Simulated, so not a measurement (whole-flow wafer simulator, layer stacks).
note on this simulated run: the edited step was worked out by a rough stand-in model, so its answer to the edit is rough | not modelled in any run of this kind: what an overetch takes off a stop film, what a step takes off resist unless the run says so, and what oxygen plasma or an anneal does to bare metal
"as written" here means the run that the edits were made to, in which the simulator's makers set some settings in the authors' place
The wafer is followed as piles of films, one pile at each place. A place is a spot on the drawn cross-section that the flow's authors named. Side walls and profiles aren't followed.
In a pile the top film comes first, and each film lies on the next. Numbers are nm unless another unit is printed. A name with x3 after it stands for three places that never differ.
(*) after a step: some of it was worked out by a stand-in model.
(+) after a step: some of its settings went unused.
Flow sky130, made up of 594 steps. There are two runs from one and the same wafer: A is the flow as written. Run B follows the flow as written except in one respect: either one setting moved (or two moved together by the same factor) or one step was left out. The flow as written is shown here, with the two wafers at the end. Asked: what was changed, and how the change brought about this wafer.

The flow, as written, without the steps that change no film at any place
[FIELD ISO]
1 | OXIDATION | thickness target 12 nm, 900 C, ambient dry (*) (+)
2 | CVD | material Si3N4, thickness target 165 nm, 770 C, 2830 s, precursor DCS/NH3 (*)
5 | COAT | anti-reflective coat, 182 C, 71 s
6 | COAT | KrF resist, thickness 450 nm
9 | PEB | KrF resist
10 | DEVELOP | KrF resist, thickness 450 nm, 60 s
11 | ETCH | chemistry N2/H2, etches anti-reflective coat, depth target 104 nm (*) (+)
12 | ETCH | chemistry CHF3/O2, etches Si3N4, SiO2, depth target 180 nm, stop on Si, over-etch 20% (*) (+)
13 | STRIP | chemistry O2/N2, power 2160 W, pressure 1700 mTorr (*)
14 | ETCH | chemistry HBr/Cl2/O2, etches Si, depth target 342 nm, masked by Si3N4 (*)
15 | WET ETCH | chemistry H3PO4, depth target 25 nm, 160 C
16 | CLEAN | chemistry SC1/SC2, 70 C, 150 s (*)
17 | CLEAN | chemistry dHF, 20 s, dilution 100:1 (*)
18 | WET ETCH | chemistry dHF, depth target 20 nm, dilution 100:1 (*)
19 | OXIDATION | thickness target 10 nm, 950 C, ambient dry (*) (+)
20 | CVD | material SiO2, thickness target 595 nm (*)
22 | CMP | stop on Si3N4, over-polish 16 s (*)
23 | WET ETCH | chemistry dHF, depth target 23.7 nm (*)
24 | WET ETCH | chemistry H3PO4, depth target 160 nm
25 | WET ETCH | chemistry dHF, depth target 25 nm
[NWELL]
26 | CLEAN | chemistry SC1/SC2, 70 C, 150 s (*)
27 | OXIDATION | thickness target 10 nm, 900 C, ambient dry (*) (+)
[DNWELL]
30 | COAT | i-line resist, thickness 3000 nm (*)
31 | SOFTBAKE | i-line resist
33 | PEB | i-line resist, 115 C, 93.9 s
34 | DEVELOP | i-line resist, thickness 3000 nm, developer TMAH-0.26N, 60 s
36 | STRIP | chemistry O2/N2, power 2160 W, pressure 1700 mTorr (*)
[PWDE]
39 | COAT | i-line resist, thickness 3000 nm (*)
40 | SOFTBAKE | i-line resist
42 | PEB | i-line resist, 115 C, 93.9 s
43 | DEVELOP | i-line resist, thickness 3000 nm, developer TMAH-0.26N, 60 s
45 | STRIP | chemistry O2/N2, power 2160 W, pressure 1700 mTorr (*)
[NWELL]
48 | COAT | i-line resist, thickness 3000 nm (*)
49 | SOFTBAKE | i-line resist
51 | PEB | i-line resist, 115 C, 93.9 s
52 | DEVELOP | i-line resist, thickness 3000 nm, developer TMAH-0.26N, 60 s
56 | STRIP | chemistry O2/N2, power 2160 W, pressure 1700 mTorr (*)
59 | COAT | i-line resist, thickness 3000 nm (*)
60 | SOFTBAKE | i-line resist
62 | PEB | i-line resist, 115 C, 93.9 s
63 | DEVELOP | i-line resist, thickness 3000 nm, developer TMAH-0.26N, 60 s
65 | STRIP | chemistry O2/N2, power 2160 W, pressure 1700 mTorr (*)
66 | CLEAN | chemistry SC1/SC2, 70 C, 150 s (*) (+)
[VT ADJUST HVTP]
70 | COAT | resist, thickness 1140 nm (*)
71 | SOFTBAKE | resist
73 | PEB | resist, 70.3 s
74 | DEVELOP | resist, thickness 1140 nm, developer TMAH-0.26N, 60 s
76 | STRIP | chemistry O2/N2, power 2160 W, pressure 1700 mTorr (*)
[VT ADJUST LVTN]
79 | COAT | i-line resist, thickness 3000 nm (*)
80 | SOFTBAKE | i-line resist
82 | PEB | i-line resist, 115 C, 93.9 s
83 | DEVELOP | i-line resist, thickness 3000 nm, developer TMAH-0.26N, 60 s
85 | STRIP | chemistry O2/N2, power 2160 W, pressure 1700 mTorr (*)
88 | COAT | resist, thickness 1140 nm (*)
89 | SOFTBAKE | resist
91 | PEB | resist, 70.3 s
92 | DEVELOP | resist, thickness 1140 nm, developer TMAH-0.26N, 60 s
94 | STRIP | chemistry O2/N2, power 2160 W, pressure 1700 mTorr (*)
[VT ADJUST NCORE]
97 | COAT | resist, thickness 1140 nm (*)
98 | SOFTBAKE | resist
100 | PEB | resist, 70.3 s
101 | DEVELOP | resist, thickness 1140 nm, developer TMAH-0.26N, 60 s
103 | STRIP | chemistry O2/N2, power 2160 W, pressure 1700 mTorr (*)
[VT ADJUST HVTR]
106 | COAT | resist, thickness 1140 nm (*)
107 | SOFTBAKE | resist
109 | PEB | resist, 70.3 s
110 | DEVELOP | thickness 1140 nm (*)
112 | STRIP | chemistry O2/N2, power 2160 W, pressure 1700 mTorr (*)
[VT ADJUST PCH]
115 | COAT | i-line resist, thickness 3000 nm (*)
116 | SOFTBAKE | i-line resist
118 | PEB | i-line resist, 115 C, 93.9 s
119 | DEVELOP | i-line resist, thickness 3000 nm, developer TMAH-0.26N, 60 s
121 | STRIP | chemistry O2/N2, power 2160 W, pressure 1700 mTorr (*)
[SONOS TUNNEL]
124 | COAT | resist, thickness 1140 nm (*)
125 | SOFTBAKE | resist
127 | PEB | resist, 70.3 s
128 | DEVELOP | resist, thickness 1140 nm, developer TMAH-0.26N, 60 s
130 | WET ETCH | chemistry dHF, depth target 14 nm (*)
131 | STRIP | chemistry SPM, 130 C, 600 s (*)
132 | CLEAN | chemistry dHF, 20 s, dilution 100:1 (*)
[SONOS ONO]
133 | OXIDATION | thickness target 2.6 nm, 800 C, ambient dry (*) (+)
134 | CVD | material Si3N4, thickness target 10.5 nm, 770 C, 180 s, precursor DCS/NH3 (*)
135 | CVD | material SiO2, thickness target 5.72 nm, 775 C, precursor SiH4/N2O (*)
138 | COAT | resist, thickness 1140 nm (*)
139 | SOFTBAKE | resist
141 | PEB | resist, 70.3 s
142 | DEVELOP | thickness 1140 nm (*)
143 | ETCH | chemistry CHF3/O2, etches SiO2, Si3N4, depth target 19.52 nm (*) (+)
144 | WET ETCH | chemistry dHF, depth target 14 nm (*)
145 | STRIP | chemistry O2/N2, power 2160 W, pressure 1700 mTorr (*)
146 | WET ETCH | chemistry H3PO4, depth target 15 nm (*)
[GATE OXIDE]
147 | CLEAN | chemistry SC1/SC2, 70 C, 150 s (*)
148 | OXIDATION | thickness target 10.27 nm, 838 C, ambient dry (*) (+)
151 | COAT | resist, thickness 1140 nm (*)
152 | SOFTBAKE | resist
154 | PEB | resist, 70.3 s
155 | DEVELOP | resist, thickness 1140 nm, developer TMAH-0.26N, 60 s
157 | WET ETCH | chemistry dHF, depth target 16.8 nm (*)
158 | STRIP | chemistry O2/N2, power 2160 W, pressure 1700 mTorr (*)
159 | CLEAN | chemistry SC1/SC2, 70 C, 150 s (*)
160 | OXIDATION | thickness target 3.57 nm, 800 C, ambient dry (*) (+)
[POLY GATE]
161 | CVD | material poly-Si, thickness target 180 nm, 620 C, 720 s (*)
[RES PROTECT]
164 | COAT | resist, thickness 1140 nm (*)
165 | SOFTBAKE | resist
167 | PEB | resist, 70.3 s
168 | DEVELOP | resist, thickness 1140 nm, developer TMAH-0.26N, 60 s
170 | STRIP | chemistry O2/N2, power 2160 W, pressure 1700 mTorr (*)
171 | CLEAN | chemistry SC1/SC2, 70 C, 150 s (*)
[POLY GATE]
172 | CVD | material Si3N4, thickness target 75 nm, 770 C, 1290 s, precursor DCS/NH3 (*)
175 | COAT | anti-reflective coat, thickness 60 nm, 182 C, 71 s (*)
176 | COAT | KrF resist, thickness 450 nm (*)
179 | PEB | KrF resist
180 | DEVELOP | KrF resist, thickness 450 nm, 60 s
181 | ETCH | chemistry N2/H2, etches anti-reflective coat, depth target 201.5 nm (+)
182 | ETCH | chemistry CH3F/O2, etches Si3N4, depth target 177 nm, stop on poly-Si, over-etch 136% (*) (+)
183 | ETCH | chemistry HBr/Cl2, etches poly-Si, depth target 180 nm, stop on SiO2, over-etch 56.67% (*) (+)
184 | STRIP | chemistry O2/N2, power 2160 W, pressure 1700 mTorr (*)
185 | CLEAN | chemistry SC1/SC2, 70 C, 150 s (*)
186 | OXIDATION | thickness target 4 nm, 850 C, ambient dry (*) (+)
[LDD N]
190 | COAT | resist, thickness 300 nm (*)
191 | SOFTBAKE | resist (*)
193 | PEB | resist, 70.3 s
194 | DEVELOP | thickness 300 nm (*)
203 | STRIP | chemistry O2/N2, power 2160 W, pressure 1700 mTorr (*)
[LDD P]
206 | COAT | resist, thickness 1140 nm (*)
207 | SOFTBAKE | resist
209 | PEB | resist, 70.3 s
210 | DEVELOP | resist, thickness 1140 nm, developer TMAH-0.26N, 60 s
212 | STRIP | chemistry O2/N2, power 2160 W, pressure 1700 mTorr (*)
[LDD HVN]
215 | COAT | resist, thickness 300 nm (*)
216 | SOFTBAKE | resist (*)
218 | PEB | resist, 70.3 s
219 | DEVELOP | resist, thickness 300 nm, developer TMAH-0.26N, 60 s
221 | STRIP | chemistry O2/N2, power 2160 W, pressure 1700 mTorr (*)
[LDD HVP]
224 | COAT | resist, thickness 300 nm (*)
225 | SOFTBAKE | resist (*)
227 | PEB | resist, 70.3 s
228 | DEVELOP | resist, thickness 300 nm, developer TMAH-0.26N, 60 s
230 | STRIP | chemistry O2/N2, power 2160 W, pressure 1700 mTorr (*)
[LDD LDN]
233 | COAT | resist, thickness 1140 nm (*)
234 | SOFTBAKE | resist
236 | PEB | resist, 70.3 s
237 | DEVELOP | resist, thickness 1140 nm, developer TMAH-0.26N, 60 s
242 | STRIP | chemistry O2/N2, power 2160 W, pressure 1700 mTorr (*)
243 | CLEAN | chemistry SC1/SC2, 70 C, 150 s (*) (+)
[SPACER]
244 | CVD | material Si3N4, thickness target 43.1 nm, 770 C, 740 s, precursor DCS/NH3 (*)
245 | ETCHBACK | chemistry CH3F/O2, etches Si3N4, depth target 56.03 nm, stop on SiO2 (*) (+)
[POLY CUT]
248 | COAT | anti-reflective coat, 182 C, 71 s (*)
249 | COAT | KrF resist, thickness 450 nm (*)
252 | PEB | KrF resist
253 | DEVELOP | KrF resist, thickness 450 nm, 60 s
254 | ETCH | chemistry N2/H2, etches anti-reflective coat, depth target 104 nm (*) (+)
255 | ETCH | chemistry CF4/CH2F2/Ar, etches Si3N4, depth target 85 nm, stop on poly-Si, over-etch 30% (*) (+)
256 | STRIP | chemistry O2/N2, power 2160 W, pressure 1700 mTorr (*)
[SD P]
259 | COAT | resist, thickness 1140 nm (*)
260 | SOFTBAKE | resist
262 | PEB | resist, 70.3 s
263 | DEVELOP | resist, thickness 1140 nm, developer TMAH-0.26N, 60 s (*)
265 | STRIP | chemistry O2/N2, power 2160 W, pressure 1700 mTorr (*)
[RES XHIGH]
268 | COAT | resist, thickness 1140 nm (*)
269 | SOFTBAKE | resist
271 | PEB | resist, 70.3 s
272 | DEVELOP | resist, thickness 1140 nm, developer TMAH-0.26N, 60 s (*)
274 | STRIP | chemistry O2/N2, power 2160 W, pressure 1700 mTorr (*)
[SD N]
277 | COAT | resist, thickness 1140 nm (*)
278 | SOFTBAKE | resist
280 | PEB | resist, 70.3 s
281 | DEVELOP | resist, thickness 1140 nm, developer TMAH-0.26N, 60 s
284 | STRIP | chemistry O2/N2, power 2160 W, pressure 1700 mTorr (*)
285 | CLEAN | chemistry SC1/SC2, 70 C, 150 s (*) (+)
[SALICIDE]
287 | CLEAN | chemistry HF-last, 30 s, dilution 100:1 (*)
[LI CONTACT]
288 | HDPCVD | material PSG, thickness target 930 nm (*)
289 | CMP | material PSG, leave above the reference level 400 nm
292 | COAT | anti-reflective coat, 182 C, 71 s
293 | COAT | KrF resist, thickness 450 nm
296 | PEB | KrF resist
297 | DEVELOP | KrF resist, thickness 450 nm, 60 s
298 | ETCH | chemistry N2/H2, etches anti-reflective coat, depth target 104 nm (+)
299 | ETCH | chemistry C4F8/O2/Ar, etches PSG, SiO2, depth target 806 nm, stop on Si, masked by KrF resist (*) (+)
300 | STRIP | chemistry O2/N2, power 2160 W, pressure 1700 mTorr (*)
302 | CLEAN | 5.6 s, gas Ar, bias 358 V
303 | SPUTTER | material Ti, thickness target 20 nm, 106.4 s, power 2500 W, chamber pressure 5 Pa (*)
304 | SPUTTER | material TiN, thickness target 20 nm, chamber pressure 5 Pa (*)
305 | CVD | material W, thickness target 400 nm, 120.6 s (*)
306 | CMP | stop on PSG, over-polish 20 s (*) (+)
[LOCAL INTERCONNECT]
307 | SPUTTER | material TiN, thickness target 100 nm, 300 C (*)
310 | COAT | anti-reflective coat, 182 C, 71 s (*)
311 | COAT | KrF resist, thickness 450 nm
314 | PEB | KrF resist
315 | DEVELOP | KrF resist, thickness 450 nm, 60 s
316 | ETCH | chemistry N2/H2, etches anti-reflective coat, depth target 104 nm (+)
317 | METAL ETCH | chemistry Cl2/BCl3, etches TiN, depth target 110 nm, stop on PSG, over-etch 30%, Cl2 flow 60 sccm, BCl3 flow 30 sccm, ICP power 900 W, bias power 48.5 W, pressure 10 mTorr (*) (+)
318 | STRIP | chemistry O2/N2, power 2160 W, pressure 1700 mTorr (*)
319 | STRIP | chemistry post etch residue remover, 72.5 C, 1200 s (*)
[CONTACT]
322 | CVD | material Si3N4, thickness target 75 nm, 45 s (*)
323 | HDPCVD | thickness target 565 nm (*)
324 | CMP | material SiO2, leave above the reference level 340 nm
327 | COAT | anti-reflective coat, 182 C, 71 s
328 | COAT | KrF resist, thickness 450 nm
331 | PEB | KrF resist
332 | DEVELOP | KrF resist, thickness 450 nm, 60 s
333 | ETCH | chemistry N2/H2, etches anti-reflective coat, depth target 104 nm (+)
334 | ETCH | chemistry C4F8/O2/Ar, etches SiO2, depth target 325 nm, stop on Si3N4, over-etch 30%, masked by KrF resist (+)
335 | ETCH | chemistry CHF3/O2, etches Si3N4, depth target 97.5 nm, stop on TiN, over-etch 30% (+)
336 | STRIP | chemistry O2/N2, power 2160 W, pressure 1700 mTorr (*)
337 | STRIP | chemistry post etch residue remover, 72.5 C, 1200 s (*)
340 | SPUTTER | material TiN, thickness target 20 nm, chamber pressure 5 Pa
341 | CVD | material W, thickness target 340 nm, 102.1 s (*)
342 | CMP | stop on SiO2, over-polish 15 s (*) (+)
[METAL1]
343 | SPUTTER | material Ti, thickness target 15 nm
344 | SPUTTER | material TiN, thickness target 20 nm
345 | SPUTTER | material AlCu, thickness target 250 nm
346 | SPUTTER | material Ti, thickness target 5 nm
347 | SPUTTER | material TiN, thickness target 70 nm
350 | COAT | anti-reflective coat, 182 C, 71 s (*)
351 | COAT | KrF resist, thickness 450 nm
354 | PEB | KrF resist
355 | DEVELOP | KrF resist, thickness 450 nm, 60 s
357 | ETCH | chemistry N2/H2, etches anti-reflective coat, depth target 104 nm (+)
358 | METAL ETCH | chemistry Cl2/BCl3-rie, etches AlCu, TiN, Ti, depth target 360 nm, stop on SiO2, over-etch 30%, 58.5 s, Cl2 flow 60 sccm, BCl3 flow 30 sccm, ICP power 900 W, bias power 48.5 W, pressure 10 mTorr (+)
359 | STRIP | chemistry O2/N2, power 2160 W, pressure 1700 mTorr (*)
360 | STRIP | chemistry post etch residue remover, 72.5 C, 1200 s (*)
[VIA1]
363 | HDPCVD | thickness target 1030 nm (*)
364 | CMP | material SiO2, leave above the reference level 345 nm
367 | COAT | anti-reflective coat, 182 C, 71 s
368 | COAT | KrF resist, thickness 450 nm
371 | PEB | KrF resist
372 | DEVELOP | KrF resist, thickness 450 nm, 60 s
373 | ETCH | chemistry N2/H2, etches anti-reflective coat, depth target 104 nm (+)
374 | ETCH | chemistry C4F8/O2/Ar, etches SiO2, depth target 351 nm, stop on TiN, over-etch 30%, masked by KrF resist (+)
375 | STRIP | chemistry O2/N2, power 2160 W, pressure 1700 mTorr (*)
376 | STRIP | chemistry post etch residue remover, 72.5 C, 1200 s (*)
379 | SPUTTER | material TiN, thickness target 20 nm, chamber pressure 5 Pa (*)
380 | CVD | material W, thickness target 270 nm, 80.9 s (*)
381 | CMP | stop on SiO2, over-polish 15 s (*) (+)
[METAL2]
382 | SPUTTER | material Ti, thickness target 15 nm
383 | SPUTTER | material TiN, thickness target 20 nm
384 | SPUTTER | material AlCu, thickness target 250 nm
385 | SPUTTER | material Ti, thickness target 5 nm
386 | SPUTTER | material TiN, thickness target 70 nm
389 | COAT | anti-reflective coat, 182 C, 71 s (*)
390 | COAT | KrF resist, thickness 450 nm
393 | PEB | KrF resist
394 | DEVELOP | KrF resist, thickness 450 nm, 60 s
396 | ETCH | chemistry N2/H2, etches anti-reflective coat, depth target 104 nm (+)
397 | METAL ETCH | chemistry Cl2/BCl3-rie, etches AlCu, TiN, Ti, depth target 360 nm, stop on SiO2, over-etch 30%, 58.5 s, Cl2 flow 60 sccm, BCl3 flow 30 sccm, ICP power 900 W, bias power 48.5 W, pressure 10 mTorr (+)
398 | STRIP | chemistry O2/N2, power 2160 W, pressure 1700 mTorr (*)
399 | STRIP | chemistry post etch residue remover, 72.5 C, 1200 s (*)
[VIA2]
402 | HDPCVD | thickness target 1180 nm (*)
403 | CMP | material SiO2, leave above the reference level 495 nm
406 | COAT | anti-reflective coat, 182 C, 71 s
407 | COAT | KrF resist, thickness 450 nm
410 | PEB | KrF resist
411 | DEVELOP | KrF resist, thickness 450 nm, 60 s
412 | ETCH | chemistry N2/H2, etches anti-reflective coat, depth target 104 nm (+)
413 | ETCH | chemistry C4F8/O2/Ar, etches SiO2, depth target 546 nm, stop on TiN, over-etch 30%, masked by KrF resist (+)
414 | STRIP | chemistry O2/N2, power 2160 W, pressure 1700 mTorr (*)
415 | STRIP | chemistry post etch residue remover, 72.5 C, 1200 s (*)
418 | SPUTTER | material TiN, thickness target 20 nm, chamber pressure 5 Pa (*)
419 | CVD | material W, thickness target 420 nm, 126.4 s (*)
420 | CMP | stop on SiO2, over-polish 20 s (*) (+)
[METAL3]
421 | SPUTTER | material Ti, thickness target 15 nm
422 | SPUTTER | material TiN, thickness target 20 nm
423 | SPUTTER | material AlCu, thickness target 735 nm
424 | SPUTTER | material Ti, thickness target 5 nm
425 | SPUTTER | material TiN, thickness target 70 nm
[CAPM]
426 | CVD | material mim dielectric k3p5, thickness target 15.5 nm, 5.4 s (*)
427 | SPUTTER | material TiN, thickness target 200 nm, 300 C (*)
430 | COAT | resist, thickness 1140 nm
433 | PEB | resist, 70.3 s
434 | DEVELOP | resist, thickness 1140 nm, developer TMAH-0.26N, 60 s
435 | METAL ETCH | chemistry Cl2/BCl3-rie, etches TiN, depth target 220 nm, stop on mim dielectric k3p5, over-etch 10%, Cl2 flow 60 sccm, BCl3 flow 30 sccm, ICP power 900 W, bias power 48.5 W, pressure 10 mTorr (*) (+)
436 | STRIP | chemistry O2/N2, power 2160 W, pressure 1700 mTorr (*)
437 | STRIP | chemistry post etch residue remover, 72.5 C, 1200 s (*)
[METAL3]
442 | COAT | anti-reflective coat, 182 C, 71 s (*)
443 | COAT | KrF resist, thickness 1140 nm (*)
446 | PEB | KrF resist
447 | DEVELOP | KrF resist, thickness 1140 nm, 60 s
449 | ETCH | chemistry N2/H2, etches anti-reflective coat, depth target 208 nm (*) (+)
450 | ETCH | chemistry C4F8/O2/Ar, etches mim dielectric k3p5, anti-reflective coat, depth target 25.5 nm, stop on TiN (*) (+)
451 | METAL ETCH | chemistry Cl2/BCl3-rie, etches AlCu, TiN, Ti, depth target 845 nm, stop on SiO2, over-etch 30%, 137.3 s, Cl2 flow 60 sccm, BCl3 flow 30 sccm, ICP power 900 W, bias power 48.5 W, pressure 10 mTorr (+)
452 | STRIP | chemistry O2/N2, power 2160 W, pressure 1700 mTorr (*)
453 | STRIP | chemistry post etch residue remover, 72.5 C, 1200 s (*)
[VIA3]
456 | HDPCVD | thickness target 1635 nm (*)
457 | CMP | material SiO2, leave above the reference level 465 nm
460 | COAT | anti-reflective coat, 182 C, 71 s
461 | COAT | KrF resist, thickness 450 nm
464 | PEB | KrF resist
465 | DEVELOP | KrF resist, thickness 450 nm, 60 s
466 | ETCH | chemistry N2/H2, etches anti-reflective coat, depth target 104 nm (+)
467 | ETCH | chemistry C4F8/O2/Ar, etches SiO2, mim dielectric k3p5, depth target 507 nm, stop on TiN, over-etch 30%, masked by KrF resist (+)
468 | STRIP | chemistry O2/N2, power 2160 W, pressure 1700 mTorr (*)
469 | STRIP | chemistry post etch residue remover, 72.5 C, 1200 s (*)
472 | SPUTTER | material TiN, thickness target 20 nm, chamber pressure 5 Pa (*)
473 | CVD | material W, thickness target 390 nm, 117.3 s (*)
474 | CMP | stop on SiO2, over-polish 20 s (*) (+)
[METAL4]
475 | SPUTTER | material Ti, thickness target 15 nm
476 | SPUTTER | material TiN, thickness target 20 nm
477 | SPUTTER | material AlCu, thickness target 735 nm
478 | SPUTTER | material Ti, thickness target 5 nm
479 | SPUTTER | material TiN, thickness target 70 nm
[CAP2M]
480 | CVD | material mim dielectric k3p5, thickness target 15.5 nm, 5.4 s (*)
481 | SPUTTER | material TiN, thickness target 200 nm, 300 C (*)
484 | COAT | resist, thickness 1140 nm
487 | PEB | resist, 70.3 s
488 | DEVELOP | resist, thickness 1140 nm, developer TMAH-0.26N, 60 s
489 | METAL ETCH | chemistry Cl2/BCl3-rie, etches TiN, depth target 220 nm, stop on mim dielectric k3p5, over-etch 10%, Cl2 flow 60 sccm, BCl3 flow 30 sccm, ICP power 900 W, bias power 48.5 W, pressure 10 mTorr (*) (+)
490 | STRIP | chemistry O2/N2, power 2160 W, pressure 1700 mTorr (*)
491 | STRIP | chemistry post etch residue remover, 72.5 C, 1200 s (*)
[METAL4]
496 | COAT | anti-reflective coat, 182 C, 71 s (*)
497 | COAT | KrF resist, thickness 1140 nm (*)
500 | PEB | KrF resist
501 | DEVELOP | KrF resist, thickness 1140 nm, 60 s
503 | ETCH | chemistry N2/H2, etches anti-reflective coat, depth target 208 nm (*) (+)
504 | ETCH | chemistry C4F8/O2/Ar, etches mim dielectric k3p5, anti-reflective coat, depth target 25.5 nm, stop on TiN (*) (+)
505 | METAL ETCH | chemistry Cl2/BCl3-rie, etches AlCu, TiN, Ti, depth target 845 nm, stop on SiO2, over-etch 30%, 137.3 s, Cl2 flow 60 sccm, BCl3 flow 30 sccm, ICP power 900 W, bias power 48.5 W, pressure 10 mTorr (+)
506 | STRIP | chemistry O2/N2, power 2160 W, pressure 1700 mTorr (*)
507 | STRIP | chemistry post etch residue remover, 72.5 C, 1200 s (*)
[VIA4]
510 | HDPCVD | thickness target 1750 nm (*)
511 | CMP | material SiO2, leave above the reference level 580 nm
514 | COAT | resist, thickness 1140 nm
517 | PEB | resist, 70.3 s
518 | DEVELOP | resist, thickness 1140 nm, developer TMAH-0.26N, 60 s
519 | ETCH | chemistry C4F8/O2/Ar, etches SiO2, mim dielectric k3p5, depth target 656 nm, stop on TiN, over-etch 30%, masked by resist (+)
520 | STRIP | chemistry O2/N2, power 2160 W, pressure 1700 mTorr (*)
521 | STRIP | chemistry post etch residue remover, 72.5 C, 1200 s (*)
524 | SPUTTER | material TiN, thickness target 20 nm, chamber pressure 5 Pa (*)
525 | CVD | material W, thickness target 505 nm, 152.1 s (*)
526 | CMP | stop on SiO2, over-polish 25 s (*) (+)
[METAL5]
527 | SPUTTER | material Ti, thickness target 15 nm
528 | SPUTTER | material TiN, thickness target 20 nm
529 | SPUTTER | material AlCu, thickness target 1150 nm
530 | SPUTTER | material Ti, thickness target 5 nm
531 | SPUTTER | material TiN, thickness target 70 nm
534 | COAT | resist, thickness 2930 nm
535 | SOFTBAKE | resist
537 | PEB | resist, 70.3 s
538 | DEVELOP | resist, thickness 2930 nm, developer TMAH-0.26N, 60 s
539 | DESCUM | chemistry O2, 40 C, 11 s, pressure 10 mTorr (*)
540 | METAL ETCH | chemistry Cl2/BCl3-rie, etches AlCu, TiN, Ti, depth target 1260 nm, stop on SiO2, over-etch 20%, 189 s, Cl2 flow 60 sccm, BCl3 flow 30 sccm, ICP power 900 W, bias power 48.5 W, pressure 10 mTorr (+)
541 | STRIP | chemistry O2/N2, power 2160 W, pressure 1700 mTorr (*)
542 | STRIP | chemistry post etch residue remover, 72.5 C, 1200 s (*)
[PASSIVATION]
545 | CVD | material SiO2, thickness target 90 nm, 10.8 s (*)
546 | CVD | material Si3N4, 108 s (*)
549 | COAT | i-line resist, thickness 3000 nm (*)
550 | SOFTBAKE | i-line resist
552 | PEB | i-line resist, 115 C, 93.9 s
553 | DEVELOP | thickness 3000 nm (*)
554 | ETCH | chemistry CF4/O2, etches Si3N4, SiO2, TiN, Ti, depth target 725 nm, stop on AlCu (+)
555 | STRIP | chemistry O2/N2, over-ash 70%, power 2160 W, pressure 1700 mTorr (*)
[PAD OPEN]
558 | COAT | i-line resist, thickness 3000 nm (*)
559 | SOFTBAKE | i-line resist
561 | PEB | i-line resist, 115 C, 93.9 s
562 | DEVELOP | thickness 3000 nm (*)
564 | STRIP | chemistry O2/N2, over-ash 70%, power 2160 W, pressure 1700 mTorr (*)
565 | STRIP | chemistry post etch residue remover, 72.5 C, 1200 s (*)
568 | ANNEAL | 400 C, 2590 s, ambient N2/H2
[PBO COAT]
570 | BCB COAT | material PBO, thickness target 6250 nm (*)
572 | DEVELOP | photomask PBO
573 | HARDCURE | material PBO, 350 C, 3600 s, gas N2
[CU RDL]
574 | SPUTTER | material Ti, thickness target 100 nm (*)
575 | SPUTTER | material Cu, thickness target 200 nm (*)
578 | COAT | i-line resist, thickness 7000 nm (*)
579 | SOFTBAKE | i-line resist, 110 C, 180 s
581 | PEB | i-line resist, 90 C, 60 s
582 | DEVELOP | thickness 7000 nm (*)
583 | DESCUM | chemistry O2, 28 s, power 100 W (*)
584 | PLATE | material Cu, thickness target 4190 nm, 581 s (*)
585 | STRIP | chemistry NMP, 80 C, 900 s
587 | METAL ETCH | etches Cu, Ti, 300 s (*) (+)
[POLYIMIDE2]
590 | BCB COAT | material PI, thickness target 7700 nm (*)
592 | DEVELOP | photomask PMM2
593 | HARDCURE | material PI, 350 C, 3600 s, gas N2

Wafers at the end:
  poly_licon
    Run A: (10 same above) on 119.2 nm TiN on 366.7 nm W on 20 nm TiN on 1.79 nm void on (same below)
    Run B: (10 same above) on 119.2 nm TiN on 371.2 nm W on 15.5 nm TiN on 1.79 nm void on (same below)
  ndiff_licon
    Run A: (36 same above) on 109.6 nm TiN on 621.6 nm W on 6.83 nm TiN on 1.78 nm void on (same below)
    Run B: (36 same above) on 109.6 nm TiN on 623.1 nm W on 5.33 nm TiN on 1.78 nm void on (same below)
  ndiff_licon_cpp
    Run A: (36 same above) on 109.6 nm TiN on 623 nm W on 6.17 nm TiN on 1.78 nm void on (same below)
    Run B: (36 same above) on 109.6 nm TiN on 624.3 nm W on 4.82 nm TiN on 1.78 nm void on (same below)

The reason: step 304, SPUTTER: thickness target 15.5 nm was run, whereas the flow has thickness target 20 nm.
The wafer lets one read it off: poly_licon has TiN 15.5, and step 304 as written asks for 20 nm.

Step by step, how the change led to this:
  304 | SPUTTER | material TiN, thickness target 20 nm, chamber pressure 5 Pa (*)
      field, active, n_well and 185 more: A +20 TiN (new film) | B +15.5 TiN (new film)
      ndiff_licon: A +6.83 TiN (new film) | B +5.33 TiN (new film)
      (and at 2 other places as well)
  306 | CMP | stop on PSG, over-polish 20 s (*) (+)
      field, active, n_well and 184 more: A -400 W (all of it), -20 TiN (all of it), -20 Ti (all of it), -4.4 PSG | B -400 W (all of it), -15.5 TiN (all of it), -20 Ti (all of it), -4.4 PSG
      poly_licon: A -33.3 W | B -28.8 W
